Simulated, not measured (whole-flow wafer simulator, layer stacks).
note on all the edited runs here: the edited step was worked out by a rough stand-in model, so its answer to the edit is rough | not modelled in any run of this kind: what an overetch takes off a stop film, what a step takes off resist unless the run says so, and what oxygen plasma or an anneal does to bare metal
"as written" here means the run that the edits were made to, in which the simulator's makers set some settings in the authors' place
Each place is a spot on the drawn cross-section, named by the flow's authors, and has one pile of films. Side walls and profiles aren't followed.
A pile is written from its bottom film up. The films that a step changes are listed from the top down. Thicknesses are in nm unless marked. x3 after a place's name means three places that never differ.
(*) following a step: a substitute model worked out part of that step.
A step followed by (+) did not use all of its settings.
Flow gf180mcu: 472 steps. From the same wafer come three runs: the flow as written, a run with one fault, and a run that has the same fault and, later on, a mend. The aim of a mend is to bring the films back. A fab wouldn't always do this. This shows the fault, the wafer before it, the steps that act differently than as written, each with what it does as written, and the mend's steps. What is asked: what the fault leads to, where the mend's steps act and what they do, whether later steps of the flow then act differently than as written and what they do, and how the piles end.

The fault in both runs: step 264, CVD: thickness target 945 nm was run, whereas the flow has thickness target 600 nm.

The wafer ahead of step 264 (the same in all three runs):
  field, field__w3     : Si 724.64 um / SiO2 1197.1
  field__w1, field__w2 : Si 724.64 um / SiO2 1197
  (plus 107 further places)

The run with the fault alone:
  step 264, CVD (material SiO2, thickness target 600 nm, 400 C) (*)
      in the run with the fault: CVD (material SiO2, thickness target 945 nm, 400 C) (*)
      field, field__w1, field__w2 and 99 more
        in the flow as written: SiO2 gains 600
        in the run with the fault: SiO2 gains 945
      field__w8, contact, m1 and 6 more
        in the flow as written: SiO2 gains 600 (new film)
        in the run with the fault: SiO2 gains 945 (new film)
  Steps later in the flow that act otherwise than as written:
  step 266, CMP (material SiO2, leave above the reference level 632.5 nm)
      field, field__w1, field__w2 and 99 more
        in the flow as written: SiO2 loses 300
        in the run with the fault: SiO2 loses 645
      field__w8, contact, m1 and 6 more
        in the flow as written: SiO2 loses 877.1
        in the run with the fault: SiO2 loses 1222.1
  By the end, the piles equal the flow's at every place that both follow.

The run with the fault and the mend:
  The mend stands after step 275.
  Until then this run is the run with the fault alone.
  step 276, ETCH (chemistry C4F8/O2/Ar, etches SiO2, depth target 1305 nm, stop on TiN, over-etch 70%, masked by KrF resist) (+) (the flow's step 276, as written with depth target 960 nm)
      field, field__w1, field__w2 and 107 more
        KrF resist loses 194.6
      contact
        SiO2 loses 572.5 (all of it)
  None of the later steps of the flow differs from how it acts as written, at any place that is followed, by more than 2% or 0.5 nm, whichever is larger.
  By the end, the piles equal the flow's at every place that both follow.
